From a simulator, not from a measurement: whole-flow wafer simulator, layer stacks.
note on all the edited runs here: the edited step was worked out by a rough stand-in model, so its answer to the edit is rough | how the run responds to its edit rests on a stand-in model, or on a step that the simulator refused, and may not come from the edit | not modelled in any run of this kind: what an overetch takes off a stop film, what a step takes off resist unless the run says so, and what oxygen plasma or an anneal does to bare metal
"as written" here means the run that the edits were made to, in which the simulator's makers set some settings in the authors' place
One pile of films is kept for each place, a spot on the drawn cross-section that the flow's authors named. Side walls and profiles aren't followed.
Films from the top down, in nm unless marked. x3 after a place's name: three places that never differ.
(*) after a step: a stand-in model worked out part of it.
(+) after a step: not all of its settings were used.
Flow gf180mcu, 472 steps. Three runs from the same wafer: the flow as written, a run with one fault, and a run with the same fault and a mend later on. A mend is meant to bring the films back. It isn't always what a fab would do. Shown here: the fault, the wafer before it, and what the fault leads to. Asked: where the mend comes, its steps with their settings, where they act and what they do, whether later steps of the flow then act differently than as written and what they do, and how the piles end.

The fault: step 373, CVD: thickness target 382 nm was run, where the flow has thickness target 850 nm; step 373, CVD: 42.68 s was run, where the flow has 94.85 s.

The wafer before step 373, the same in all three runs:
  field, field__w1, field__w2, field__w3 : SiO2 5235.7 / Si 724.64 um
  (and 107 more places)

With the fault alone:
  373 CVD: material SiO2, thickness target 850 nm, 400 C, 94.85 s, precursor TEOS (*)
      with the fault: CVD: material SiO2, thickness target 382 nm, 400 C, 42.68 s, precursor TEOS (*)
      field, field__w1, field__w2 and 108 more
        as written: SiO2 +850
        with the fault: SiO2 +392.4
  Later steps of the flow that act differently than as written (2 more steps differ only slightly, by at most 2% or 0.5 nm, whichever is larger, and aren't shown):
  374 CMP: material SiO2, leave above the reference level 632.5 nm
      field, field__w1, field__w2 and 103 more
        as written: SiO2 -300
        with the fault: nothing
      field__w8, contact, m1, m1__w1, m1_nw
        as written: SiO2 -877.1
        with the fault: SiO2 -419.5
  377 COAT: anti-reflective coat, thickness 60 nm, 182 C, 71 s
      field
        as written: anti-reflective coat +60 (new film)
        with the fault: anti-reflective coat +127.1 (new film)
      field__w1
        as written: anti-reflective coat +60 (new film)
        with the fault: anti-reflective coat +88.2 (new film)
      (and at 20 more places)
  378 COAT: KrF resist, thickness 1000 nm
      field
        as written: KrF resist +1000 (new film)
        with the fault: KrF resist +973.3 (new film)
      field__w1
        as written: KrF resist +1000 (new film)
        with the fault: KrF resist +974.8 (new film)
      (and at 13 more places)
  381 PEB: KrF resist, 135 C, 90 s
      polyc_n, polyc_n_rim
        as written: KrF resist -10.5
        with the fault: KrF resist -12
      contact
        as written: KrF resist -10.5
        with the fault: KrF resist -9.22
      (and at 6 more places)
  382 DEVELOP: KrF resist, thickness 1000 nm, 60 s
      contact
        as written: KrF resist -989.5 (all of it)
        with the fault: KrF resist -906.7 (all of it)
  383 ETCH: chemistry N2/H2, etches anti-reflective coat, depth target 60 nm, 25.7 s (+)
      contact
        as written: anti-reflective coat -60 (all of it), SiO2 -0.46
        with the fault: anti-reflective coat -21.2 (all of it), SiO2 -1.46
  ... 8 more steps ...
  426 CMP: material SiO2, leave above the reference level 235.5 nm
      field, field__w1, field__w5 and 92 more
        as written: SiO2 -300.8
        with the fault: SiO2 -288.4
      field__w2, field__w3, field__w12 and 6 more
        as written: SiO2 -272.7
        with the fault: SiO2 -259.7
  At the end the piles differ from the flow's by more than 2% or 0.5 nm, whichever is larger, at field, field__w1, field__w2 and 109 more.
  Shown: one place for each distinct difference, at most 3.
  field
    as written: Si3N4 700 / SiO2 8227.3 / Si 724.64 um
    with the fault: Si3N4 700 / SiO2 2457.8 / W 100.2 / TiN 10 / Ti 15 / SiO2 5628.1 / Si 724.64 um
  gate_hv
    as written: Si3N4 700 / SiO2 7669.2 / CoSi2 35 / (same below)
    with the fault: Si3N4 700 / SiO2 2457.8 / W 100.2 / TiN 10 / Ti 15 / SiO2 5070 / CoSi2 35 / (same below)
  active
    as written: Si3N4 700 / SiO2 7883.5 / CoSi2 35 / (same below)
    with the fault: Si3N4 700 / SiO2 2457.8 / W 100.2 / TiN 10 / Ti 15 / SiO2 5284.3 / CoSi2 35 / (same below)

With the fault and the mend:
  The mend comes after step 373.
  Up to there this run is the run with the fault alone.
  373a CVD: material SiO2, thickness target 468 nm, 400 C, 52.22 s, precursor TEOS (*) (the flow's step 373 once more, with other settings)
      field, field__w1, field__w2 and 108 more
        SiO2 +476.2
  Later steps of the flow that act differently than as written:
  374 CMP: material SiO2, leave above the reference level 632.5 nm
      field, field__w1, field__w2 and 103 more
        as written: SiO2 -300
        with the mend: SiO2 -318.6
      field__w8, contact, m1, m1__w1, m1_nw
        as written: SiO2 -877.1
        with the mend: SiO2 -895.7
  At the end the piles are the same as the flow's at every place that both follow.
